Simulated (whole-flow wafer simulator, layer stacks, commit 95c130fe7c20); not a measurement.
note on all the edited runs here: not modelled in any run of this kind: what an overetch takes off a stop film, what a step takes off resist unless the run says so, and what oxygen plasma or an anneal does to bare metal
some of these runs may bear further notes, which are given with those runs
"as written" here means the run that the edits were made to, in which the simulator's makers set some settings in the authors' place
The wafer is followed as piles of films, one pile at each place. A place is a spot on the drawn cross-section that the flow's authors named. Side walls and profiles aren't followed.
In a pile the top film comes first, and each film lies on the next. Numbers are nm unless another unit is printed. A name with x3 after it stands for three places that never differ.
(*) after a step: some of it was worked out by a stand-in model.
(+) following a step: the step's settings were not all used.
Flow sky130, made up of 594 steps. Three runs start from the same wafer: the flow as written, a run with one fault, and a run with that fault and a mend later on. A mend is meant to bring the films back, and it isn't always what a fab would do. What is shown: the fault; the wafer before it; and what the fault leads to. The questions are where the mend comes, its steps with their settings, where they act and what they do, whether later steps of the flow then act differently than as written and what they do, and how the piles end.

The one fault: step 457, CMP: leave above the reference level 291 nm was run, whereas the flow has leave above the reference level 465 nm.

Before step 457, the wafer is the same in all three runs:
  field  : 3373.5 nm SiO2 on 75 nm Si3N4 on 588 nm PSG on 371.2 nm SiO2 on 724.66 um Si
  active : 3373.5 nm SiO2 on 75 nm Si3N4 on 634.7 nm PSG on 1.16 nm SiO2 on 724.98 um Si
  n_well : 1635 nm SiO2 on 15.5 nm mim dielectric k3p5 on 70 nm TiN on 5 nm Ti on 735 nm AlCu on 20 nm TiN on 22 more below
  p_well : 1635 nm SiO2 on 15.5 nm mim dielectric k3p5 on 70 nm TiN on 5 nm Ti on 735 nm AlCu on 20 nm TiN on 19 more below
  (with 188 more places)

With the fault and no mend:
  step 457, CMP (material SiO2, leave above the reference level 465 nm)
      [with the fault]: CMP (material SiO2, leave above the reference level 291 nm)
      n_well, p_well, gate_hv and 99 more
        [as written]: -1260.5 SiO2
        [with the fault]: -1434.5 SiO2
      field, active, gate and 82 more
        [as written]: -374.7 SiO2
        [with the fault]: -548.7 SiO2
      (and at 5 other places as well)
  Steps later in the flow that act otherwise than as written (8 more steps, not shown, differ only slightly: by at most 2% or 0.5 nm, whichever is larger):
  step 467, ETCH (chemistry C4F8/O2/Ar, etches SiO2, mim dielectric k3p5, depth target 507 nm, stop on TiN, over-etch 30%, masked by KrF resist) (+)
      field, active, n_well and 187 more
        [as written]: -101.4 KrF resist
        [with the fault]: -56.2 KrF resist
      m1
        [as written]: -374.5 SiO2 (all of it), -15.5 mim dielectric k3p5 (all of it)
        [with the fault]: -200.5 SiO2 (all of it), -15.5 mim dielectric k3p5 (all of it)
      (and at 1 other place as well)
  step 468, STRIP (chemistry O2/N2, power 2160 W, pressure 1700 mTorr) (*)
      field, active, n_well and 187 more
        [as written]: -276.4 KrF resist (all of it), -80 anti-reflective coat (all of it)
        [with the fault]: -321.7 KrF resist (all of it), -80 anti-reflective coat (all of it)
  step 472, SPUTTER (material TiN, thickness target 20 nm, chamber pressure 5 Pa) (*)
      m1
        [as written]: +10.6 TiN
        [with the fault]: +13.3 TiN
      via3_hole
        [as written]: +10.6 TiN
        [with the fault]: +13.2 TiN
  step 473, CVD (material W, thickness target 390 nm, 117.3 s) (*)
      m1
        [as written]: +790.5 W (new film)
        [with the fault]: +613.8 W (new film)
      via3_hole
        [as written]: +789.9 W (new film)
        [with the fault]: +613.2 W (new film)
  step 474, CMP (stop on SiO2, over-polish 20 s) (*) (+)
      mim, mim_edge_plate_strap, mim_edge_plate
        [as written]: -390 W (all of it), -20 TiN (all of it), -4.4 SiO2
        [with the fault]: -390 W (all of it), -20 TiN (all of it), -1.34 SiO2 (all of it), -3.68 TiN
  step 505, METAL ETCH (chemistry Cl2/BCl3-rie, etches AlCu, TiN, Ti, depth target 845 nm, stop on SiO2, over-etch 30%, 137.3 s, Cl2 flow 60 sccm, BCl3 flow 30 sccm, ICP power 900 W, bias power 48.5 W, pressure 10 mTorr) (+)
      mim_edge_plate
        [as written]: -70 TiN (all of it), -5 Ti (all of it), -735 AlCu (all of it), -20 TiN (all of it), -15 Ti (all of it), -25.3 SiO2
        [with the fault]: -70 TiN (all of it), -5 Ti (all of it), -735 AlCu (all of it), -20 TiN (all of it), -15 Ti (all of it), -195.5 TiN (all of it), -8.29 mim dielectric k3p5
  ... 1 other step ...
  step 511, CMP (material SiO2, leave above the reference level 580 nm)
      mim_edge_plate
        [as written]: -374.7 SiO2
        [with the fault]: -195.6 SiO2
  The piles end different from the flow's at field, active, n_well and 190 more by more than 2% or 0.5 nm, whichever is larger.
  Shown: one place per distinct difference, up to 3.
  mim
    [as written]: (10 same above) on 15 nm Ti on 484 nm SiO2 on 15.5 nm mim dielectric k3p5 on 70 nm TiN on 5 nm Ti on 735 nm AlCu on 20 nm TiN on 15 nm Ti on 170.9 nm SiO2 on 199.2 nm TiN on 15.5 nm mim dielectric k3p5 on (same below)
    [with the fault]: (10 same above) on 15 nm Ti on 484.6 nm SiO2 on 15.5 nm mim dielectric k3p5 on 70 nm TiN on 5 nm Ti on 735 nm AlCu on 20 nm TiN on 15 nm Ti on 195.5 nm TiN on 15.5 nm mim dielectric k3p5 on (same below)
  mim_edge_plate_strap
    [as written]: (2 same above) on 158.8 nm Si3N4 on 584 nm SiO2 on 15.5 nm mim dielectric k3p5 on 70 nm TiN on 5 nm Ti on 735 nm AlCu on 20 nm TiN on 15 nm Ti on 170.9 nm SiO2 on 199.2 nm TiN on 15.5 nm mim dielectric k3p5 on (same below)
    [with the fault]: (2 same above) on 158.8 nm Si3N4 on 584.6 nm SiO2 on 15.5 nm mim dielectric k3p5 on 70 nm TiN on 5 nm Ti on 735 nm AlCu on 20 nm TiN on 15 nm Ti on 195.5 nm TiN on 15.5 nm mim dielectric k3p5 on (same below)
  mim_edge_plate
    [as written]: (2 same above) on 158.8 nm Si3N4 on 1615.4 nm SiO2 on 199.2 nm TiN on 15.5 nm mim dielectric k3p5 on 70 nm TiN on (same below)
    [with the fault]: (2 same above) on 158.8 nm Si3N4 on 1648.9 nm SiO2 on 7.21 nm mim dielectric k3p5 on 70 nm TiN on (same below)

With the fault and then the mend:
  The mend follows step 457.
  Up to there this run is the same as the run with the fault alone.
  step 457a, HDPCVD (thickness target 174 nm) (*) (the flow's step 456 again, with other settings)
      field, active, n_well and 189 more
        +174 SiO2
  Every later step of the flow that is run acts as written, at every place that is followed, to within 2% or 0.5 nm, whichever is larger.
  At every place that both follow, the piles at the end match the flow's.
